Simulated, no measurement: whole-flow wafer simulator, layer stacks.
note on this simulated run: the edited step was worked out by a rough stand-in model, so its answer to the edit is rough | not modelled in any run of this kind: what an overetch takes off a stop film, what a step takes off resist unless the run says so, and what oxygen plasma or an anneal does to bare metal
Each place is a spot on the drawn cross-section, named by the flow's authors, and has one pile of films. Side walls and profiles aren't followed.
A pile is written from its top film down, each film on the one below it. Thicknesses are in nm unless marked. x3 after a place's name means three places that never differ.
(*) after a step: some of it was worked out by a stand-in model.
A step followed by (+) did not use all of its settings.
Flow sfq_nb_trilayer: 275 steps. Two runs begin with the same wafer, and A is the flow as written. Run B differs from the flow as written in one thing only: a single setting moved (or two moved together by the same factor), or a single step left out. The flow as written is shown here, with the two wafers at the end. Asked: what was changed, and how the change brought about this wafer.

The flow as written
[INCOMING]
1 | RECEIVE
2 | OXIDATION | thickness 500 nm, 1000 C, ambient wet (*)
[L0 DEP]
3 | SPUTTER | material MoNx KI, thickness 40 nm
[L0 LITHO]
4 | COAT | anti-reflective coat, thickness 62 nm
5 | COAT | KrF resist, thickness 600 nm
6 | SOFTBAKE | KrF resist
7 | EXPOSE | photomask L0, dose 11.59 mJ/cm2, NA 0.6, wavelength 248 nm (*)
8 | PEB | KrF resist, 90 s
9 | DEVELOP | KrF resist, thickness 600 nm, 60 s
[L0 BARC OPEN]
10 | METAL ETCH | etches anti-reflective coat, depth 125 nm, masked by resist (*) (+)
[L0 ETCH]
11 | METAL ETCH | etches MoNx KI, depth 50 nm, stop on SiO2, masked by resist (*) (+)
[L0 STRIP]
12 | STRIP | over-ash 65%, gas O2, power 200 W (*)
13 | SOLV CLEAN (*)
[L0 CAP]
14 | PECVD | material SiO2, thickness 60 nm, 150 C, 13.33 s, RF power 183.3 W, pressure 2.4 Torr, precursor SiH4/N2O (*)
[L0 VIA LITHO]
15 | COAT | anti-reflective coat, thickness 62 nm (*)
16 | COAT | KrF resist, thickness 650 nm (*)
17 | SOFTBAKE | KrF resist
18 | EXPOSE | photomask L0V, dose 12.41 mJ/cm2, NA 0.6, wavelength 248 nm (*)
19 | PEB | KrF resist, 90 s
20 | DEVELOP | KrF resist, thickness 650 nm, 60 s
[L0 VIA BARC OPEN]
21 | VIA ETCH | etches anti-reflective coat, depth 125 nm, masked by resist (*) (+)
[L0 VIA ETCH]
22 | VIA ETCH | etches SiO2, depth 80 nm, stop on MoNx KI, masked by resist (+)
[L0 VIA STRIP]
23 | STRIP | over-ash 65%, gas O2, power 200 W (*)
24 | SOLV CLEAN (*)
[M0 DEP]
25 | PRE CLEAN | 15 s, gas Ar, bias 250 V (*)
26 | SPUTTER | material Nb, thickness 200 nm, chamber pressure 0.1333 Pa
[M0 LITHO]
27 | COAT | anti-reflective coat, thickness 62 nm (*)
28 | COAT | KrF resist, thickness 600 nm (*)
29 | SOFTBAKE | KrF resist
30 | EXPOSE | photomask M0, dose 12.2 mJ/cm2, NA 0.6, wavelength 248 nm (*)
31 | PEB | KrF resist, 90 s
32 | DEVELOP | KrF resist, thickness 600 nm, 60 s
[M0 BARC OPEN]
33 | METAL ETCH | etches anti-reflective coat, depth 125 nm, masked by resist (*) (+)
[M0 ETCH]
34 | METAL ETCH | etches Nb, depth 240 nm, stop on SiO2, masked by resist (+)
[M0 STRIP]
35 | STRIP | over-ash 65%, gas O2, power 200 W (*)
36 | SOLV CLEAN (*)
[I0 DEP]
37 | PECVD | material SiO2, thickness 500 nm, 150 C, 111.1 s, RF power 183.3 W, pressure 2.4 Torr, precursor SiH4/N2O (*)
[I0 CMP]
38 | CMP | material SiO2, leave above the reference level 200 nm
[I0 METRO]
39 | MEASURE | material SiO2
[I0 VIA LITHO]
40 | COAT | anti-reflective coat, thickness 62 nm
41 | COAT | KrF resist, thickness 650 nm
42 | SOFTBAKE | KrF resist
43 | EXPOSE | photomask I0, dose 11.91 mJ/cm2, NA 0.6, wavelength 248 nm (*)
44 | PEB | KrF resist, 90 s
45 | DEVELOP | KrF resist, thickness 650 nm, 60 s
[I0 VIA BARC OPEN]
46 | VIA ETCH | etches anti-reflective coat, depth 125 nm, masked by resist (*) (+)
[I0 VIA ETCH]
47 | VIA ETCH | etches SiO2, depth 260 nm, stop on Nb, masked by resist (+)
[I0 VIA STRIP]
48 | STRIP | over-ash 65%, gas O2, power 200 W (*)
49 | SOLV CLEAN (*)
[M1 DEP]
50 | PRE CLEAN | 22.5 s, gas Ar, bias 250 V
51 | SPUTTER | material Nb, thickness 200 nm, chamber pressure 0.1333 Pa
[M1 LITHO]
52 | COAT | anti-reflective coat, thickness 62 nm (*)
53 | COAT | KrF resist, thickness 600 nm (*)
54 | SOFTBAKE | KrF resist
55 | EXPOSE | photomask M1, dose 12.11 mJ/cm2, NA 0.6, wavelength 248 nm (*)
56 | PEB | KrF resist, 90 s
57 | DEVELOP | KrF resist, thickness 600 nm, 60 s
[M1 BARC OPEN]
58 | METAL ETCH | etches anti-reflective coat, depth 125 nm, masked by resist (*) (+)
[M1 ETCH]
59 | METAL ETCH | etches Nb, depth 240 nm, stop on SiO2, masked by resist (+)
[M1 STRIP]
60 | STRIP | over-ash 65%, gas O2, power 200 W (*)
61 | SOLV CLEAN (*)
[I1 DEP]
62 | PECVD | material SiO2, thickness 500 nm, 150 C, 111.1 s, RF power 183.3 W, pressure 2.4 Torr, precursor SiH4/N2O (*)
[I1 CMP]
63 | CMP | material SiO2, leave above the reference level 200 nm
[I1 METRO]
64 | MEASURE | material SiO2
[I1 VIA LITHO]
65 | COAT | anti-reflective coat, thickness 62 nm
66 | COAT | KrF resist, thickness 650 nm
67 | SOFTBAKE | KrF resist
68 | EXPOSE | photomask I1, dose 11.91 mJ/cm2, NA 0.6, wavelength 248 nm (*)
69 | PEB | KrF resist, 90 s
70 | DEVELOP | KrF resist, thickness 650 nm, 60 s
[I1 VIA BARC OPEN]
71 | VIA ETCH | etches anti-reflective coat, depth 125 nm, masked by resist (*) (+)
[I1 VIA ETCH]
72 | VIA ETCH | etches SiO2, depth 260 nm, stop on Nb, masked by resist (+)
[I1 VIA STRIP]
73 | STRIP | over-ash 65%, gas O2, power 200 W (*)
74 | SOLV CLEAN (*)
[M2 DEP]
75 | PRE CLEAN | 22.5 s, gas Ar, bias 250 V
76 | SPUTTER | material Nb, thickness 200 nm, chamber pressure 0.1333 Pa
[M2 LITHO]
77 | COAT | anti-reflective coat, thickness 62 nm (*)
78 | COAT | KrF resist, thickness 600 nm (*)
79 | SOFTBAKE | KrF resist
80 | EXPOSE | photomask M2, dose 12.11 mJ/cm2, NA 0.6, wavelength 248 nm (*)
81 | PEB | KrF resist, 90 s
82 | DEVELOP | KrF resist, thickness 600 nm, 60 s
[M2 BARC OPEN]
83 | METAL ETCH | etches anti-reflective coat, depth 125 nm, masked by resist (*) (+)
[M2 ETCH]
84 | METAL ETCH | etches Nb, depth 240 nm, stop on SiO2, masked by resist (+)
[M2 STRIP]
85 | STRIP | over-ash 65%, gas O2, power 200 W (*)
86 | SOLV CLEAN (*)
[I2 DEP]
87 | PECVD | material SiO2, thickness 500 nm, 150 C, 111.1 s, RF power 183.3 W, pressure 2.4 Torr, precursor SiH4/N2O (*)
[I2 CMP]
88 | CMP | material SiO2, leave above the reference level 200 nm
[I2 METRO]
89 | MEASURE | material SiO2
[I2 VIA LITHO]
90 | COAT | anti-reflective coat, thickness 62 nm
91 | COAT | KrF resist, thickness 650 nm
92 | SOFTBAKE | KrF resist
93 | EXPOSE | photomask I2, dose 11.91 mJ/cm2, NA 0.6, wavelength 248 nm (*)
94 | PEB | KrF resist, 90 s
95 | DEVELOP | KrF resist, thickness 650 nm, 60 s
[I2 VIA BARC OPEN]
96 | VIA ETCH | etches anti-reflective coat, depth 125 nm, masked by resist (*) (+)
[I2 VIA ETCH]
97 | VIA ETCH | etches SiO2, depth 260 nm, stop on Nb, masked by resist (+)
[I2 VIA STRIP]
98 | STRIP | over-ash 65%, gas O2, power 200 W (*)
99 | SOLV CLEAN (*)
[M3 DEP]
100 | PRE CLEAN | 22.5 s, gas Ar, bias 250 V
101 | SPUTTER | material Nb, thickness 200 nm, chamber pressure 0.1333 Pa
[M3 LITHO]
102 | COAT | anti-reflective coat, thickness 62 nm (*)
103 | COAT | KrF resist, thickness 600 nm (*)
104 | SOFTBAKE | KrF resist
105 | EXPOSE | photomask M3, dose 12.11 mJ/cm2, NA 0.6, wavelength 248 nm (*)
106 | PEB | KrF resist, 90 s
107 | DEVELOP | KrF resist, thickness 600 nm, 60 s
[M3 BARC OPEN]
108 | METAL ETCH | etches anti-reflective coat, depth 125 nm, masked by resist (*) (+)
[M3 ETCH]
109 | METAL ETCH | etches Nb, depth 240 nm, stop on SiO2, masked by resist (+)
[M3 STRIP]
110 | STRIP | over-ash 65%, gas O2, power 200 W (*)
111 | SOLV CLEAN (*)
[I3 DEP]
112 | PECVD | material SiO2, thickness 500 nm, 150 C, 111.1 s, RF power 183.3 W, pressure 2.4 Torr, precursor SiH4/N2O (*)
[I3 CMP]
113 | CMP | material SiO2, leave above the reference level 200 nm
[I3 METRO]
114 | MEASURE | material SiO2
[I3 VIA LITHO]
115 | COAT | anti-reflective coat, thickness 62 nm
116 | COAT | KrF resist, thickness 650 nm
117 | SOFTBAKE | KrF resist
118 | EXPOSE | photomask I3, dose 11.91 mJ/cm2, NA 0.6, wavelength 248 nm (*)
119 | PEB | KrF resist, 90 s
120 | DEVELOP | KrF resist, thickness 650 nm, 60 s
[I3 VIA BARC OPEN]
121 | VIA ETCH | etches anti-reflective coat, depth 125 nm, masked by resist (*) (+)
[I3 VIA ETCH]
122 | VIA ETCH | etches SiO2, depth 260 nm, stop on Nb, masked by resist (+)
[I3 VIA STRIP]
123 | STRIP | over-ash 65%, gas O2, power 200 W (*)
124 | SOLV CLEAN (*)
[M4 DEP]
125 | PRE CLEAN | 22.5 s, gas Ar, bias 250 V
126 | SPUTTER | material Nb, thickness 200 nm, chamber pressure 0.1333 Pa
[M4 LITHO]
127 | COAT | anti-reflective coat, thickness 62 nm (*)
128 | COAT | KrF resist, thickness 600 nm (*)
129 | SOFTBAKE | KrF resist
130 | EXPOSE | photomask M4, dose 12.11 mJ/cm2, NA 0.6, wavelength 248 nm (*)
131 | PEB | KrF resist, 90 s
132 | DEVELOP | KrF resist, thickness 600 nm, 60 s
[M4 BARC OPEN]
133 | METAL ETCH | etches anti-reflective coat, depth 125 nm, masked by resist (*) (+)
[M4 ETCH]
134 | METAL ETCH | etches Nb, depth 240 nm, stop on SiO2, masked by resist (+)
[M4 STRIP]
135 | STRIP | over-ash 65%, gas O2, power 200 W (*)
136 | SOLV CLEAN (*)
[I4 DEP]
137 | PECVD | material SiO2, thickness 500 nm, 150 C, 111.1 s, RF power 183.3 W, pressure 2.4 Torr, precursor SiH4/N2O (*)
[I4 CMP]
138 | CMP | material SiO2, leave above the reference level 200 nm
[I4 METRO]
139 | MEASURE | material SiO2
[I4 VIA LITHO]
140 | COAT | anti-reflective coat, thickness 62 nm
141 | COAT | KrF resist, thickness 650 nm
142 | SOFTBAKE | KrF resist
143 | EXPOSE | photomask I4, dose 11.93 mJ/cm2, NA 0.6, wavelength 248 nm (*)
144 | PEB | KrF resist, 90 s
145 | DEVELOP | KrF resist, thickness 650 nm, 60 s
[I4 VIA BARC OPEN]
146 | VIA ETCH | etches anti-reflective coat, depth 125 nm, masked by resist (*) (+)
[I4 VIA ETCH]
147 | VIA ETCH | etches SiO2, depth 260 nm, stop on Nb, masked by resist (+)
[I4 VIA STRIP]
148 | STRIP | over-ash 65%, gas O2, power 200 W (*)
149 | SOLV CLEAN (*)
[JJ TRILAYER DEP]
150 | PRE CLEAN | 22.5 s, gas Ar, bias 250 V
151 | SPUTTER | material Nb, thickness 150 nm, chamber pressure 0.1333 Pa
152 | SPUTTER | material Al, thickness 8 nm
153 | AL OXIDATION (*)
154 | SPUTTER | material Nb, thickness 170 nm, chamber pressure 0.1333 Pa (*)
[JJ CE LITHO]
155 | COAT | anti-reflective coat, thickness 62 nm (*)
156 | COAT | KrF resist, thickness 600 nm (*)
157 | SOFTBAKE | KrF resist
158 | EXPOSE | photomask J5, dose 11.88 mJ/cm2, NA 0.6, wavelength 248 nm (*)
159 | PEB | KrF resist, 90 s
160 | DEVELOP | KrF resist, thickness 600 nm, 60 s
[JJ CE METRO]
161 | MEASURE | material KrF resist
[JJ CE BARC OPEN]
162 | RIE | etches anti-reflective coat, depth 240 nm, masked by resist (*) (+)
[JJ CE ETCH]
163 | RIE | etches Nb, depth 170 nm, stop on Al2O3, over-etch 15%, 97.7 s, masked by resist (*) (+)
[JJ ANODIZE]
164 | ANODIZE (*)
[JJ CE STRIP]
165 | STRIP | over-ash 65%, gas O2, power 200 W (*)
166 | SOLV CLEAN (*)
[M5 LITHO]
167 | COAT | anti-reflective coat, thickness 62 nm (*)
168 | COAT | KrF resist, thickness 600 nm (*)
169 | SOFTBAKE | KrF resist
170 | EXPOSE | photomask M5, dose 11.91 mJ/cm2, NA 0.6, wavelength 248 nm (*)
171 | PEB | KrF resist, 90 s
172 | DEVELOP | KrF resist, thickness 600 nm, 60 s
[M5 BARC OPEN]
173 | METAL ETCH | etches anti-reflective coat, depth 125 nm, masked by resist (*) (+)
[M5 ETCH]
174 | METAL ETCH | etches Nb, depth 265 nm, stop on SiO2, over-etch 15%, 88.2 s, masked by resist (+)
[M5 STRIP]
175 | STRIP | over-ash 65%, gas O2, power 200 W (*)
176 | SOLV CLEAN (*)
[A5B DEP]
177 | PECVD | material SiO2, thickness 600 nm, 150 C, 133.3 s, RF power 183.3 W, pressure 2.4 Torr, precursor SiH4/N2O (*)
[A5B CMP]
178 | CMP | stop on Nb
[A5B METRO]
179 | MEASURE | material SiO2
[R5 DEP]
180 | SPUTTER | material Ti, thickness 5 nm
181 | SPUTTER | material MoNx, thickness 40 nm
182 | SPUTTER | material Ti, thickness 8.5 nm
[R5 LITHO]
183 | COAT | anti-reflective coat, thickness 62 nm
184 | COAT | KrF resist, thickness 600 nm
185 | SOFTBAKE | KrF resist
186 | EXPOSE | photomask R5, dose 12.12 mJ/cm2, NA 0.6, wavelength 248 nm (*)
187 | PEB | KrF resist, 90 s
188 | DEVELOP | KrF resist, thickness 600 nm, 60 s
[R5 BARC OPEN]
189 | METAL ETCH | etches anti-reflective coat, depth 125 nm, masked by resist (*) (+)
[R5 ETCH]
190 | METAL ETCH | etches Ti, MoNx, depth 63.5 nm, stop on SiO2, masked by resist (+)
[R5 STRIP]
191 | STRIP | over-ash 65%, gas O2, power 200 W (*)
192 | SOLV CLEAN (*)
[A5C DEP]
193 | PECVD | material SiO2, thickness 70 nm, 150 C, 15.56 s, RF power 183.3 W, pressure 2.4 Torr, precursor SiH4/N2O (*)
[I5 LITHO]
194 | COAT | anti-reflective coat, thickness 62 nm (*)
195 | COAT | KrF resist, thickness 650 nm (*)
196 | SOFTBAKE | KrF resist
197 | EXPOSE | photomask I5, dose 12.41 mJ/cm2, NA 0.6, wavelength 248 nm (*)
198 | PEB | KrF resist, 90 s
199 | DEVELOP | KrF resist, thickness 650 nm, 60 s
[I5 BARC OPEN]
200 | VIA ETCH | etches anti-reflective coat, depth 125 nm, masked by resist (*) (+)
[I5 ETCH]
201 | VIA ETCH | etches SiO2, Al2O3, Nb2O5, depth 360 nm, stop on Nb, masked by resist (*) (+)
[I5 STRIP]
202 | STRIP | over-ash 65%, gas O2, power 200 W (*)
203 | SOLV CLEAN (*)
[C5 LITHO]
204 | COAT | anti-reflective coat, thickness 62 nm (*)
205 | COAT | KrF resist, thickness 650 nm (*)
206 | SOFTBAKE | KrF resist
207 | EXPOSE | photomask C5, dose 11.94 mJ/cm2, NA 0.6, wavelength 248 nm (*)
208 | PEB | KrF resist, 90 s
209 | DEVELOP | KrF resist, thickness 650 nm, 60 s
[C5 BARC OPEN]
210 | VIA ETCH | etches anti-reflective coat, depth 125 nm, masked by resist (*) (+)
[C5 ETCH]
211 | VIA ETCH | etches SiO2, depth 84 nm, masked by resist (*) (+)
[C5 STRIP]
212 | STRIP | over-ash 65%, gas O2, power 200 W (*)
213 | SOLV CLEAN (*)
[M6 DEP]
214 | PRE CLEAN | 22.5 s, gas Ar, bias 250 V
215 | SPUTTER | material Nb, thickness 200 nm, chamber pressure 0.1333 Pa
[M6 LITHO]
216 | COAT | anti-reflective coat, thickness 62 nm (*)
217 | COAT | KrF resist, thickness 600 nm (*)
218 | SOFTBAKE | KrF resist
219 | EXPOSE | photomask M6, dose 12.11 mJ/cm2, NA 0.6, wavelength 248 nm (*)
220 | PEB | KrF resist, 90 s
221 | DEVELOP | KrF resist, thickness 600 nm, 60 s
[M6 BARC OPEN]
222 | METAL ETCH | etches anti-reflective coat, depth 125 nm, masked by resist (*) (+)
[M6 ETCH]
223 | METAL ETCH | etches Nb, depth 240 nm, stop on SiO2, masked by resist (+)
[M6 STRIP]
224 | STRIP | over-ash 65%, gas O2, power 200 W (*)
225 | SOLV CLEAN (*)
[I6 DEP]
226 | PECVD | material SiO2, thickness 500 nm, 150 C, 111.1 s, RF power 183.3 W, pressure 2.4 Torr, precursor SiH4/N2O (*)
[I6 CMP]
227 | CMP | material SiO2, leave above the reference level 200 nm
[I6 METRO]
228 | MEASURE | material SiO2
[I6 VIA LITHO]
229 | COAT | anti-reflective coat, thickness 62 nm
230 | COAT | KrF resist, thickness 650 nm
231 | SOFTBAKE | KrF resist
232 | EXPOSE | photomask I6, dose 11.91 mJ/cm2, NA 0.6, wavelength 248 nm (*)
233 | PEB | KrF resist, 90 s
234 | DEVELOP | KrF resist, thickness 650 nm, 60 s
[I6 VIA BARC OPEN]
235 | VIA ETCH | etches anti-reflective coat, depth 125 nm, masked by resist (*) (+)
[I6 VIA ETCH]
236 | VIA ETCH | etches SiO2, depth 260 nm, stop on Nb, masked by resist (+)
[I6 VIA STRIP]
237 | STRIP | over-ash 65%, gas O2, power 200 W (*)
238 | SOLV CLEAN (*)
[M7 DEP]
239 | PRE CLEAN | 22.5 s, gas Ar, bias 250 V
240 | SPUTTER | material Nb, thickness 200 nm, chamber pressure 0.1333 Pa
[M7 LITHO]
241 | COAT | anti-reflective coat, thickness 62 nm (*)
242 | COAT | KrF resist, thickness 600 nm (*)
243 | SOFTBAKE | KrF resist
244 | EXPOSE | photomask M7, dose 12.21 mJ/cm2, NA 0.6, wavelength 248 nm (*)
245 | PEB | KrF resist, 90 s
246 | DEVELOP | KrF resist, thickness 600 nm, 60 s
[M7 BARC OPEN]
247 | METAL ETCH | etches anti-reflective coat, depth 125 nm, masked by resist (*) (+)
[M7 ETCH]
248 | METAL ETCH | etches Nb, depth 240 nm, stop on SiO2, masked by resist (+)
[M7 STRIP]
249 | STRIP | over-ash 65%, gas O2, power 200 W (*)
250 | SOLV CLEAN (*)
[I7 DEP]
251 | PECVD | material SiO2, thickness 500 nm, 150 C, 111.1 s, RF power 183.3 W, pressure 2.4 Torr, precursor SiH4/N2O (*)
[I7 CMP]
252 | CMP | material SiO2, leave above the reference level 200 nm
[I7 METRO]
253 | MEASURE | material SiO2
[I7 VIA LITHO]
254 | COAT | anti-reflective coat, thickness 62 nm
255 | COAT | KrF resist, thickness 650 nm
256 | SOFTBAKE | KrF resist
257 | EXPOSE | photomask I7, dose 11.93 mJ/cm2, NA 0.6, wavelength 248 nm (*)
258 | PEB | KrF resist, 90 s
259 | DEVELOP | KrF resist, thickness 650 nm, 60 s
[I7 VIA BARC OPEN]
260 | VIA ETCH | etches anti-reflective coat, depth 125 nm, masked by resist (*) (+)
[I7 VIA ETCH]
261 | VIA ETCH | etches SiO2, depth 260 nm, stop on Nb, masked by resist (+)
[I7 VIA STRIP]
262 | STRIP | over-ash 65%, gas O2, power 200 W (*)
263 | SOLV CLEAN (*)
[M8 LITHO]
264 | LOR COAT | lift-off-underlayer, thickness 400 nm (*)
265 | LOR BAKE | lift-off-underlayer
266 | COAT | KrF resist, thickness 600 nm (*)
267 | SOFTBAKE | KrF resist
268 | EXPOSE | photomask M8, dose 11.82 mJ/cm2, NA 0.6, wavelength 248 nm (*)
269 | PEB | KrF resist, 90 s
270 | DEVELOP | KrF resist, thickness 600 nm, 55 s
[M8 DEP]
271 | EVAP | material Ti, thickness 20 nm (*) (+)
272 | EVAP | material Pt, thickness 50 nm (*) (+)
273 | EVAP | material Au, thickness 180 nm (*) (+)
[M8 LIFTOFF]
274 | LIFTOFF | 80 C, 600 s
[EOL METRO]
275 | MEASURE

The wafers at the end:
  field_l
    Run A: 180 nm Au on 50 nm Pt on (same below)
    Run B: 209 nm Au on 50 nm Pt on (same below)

The reason: step 273, EVAP: thickness 209 nm was run, while the flow as written has thickness 180 nm.
The wafer lets one read it off: field_l has Au 209, and step 273 as written asks for 180 nm.

The path from the change to this, step by step:
  273 | EVAP | material Au, thickness 180 nm (*) (+)
      field_l, v_sur, via_wl and 103 more: A +180 Au (new film) | B +209 Au (new film)
  274 | LIFTOFF | 80 C, 600 s
      p4_fl, p4_fm, p4_w1 and 71 more: A -180 Au (all of it), -50 Pt (all of it), -20 Ti (all of it), -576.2 KrF resist (all of it), -400 lift-off-underlayer (all of it) | B -209 Au (all of it), -50 Pt (all of it), -20 Ti (all of it), -576.2 KrF resist (all of it), -400 lift-off-underlayer (all of it)
      c5j, ce_r: A -180 Au (all of it), -50 Pt (all of it), -20 Ti (all of it), -573.3 KrF resist (all of it), -399.3 lift-off-underlayer (all of it) | B -209 Au (all of it), -50 Pt (all of it), -20 Ti (all of it), -573.3 KrF resist (all of it), -399.3 lift-off-underlayer (all of it)
      (and at 19 other places as well)
